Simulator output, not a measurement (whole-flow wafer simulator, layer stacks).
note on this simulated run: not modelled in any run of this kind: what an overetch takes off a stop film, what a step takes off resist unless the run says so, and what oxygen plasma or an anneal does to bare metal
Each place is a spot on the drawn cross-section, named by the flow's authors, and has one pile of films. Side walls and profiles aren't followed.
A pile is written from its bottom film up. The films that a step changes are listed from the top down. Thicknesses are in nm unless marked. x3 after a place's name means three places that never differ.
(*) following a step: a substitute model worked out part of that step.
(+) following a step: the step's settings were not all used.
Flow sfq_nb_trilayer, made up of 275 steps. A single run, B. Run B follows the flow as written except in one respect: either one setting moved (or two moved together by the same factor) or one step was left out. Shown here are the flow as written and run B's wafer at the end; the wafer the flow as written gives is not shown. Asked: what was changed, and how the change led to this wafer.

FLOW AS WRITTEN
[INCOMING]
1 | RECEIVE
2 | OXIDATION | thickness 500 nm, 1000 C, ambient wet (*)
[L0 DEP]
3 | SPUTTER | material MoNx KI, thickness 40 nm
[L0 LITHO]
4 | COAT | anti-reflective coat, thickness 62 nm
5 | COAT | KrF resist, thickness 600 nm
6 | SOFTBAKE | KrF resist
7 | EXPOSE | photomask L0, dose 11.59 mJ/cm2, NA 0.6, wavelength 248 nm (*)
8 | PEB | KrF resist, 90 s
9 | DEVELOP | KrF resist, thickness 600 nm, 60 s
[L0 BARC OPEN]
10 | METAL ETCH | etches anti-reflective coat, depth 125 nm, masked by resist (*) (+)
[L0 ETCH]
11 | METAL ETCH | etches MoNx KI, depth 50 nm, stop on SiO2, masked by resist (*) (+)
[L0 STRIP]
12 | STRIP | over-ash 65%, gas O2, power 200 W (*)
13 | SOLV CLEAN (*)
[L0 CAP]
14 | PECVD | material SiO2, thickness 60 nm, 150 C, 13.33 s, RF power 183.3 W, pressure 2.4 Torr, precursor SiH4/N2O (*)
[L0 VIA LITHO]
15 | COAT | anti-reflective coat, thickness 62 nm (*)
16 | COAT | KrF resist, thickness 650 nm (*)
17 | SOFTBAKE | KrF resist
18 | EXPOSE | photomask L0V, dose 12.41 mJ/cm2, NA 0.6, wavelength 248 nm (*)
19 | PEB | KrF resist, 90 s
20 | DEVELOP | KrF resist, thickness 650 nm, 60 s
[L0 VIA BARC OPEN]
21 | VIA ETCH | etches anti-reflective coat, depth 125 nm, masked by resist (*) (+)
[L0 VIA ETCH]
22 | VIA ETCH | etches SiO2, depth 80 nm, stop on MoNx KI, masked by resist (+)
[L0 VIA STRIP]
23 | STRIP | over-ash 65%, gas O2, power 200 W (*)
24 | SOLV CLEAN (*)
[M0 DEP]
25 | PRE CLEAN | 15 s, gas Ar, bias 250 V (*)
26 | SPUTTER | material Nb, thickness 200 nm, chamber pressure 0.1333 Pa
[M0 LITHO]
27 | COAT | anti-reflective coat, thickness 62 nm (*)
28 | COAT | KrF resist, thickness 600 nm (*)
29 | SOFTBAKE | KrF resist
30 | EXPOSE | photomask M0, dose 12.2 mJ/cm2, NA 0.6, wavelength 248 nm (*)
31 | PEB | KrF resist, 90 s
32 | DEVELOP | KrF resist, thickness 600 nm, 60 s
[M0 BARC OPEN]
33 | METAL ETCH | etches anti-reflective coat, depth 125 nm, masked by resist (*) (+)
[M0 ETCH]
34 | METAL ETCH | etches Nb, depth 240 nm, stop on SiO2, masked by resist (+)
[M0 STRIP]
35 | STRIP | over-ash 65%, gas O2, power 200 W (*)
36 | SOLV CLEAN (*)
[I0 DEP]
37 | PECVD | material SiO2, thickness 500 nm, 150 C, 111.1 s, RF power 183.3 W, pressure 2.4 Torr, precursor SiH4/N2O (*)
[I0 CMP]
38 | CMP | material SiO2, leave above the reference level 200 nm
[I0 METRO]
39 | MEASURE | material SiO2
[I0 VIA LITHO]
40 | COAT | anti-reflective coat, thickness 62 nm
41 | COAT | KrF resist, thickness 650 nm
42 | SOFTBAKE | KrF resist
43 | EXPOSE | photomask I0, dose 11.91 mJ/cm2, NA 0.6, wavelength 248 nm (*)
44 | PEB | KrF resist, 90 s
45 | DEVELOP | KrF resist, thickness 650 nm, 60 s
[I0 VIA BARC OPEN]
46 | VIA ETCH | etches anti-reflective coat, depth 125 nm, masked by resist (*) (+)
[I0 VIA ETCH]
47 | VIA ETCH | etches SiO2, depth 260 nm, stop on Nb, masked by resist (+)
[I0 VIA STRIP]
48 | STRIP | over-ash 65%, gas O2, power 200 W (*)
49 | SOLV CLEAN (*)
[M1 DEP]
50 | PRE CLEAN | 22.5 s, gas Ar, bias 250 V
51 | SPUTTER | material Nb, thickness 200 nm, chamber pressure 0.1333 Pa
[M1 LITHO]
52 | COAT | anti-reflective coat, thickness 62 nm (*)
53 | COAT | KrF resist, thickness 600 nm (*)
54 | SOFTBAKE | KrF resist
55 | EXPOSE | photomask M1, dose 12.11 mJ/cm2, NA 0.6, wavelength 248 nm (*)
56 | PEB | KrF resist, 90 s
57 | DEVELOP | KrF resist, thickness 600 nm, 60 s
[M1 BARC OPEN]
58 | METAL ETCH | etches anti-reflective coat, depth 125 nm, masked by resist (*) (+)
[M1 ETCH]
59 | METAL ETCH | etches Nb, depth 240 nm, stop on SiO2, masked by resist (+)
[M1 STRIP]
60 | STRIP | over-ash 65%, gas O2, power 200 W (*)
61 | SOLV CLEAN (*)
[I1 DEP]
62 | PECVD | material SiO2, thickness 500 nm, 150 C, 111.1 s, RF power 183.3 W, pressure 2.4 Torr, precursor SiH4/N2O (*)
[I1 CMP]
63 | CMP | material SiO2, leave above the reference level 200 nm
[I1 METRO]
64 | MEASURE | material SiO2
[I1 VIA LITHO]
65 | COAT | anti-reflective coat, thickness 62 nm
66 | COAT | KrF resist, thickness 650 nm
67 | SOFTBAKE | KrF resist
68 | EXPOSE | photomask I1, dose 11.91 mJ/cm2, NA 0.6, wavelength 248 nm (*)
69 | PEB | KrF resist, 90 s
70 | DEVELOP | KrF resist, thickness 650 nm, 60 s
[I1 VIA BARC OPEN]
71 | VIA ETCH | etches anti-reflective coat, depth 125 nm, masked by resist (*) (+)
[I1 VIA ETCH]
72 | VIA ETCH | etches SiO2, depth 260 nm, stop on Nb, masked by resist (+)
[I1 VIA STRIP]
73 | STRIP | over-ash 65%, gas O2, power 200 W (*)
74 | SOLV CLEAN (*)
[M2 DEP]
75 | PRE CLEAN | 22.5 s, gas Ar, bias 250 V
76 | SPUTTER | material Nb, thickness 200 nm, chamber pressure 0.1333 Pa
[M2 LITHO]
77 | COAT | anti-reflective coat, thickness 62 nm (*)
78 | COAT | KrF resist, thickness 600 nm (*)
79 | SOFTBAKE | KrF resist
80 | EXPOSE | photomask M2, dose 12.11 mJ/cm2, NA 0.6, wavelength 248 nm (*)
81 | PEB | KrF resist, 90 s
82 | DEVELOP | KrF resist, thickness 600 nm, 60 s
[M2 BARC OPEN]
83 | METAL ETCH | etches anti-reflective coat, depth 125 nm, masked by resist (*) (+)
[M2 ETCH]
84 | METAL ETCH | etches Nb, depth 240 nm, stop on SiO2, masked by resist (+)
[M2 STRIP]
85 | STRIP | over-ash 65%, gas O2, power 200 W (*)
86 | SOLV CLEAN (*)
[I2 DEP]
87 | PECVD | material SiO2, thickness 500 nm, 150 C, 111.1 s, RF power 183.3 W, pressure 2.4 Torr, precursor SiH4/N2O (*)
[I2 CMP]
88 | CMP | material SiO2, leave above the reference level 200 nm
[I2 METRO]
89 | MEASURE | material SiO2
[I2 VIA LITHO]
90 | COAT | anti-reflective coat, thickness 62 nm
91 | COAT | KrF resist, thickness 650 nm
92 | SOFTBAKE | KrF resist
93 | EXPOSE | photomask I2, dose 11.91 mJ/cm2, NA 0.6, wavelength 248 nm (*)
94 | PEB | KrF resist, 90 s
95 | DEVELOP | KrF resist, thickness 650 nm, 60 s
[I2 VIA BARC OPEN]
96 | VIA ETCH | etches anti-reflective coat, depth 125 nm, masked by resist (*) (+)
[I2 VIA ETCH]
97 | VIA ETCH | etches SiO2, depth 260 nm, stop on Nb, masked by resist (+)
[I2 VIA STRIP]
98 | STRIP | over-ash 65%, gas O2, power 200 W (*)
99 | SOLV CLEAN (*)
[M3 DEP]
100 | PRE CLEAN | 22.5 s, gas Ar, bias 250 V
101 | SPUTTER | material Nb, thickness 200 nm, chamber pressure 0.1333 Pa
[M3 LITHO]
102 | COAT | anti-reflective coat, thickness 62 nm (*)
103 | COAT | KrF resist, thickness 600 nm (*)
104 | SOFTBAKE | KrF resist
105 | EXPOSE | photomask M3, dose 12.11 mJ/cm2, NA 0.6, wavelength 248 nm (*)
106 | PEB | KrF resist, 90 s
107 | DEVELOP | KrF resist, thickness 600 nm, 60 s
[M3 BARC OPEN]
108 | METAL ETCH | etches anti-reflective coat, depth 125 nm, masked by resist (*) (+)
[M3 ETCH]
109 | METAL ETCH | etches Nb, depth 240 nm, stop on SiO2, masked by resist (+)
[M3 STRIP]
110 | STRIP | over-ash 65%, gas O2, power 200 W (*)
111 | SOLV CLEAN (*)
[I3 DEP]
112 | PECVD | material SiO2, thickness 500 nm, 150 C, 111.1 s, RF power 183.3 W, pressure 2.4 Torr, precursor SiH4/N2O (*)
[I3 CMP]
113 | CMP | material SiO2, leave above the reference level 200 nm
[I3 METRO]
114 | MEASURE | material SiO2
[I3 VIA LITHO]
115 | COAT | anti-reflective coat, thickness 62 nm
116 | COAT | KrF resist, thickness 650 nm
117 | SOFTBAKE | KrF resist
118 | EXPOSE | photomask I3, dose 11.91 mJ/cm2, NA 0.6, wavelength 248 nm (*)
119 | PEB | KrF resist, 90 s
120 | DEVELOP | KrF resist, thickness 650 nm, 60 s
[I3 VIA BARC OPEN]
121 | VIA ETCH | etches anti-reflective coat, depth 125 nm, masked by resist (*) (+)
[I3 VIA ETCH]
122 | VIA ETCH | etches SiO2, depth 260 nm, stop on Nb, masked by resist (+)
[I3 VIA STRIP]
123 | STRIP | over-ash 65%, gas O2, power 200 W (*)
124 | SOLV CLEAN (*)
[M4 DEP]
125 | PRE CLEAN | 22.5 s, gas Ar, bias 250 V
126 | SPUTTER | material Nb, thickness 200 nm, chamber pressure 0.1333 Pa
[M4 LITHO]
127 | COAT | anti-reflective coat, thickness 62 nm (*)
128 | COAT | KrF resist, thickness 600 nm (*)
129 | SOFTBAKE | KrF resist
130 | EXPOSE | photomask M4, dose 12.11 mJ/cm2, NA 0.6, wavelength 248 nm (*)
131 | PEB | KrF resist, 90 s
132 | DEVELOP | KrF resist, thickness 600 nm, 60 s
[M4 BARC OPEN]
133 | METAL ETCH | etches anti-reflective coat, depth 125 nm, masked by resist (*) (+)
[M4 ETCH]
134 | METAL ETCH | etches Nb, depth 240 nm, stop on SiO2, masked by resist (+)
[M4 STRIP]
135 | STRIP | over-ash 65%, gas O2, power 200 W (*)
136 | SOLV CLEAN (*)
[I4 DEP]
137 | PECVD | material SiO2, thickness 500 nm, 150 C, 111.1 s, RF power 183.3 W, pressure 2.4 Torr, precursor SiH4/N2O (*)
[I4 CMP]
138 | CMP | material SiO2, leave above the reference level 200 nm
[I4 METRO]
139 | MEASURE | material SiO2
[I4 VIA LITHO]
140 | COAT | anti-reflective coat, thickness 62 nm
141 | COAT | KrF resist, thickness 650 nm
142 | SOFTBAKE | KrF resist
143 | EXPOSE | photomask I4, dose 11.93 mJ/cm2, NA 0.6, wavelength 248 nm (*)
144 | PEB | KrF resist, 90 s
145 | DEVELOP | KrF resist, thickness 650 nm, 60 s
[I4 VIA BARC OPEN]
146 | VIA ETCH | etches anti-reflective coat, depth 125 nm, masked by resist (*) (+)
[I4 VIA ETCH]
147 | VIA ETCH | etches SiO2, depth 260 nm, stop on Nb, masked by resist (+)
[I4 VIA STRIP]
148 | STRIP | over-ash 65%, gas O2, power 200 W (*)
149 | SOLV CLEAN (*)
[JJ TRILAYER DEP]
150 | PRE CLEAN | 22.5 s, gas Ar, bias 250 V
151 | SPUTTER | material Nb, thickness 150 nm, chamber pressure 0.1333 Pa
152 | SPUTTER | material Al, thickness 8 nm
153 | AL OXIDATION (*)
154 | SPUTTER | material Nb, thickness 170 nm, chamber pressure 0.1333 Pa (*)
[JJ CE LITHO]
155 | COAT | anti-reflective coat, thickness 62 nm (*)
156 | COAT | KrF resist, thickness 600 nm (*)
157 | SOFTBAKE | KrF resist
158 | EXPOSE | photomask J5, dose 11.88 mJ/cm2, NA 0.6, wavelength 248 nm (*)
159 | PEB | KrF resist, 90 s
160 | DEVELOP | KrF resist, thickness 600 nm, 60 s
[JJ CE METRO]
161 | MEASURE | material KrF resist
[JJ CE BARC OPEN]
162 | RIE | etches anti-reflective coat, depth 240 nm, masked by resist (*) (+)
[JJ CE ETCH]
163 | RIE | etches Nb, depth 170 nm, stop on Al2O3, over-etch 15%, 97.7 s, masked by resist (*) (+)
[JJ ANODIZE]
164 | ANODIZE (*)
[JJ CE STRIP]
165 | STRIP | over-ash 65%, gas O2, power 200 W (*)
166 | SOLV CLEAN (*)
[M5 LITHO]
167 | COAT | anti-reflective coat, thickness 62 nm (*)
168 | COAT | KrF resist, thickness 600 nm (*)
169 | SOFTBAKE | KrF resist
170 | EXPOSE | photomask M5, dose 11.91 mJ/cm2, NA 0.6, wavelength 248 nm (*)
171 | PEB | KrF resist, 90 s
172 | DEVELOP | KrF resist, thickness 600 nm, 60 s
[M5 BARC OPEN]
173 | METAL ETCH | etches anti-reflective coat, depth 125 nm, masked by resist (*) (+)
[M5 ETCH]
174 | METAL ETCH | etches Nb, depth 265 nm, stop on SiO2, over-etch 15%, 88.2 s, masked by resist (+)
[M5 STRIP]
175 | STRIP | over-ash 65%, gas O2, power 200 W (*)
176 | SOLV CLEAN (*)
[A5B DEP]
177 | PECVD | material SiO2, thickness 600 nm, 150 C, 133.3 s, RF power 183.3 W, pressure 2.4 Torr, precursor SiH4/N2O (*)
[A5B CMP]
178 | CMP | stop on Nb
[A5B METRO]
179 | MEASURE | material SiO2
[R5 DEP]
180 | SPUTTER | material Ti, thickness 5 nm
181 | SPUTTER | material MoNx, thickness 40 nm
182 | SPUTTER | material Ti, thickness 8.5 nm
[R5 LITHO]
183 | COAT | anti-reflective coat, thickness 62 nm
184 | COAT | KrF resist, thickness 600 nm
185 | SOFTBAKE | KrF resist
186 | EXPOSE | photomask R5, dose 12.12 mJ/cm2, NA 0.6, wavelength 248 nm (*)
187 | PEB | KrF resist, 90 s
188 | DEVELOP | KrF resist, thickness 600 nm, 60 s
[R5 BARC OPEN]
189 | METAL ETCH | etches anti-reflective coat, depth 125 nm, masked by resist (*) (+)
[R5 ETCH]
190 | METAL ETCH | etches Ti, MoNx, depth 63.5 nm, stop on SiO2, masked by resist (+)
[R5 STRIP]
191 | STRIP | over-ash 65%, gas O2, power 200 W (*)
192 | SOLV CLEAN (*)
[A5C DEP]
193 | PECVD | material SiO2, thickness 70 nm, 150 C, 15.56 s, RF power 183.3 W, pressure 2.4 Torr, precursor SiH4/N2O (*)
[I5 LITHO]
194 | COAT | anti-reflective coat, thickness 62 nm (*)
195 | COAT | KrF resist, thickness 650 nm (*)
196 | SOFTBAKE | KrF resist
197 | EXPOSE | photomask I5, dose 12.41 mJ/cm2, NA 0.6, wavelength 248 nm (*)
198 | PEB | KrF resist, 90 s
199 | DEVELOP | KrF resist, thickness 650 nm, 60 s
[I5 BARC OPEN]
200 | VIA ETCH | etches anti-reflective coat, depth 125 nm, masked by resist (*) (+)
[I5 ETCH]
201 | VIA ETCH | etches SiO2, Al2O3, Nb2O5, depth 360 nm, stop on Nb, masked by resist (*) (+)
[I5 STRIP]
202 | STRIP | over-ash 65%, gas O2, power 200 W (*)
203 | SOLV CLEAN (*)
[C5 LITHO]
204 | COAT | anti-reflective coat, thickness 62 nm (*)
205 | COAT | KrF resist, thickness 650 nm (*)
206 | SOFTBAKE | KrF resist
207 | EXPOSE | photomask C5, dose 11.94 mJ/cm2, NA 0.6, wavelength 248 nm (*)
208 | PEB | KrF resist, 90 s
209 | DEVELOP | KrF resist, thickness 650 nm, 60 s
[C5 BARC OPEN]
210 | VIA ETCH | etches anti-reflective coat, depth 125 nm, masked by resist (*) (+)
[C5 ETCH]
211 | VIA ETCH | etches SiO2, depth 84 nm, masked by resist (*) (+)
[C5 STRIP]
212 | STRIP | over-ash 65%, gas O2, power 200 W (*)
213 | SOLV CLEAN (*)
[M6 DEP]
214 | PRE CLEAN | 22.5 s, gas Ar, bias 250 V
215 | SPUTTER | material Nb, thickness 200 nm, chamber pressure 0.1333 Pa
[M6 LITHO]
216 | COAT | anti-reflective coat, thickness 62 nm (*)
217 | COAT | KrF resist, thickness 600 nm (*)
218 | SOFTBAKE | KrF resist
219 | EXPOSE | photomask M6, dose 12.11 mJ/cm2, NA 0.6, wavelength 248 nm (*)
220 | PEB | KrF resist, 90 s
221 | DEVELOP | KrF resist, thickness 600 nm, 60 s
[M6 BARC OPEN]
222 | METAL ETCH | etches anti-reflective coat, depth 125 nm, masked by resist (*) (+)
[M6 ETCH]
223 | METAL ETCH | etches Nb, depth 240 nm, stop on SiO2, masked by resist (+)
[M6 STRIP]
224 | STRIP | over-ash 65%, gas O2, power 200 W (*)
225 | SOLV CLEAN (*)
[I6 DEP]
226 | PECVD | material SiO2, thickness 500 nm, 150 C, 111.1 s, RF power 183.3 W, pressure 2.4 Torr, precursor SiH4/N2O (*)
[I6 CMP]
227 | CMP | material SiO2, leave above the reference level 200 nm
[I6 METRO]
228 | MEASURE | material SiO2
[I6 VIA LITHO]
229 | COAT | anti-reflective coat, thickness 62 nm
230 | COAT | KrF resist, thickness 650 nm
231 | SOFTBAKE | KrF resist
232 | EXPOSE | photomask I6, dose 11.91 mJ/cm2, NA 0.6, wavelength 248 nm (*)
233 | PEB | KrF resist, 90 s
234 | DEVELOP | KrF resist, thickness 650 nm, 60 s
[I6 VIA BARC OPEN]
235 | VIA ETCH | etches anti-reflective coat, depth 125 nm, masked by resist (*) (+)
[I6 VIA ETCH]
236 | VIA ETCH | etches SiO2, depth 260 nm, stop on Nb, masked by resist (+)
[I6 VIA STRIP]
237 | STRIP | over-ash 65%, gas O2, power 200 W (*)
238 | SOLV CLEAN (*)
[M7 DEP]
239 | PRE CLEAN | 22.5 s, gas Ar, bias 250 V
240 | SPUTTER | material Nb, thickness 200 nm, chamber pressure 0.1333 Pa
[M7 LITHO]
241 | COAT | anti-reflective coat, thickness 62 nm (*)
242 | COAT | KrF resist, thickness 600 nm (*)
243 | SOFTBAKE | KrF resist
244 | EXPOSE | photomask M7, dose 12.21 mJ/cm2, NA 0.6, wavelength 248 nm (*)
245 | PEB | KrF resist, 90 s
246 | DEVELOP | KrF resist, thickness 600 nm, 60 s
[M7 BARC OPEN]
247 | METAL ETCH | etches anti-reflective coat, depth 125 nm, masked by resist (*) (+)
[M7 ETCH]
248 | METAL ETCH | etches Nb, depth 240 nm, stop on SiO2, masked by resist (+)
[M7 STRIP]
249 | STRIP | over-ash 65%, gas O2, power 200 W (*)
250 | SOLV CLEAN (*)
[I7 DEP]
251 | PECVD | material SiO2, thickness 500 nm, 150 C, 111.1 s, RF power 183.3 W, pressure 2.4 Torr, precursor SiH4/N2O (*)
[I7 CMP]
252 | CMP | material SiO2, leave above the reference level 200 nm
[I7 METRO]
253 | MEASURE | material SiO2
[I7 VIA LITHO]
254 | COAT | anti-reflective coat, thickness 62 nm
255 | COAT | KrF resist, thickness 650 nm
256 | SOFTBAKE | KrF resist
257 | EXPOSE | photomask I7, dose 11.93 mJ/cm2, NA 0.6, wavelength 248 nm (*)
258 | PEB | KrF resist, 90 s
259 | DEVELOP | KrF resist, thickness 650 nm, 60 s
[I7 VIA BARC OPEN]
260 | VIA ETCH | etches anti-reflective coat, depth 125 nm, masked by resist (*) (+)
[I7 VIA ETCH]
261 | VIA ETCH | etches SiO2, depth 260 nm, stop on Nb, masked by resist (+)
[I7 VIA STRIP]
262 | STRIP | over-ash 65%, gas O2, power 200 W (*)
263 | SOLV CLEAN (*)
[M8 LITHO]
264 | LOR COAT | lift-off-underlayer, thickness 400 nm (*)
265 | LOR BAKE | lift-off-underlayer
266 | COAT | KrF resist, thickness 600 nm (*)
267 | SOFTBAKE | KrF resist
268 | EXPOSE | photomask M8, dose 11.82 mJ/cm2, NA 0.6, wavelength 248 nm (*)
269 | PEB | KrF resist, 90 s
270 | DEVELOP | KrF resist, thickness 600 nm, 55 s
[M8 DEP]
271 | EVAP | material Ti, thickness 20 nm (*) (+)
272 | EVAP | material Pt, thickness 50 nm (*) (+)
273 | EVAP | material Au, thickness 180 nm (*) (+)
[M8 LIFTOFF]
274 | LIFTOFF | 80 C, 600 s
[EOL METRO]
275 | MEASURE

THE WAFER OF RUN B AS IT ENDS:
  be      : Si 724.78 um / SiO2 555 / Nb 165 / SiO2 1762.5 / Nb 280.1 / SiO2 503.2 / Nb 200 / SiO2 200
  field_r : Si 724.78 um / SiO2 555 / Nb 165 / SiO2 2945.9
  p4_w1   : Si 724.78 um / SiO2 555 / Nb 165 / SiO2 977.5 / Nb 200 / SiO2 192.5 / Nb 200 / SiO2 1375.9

What caused this: step 26, SPUTTER: thickness 165 nm was run, though the flow has thickness 200 nm.
The wafer itself shows it: be has Nb 165, and step 26 as written asks for 200 nm.

The path from the change to this, step by step:
  26 | SPUTTER | material Nb, thickness 200 nm, chamber pressure 0.1333 Pa
      field_l, v_sur, via_wl and 102 more: Nb gains 165 (new film) (in the flow as written it would be: Nb gains 200 (new film))
      l0v: Nb gains 160.7 (new film) (in the flow as written it would be: Nb gains 195.7 (new film))
  34 | METAL ETCH | etches Nb, depth 240 nm, stop on SiO2, masked by resist (+)
      moat, m0r_space_l, m0r_space_r: Nb loses 165 (all of it) (in the flow as written it would be: Nb loses 200 (all of it))
  37 | PECVD | material SiO2, thickness 500 nm, 150 C, 111.1 s, RF power 183.3 W, pressure 2.4 Torr, precursor SiH4/N2O (*)
      moat, m0r_space_l, m0r_space_r: SiO2 gains 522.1 (in the flow as written it would be: SiO2 gains 557.1)
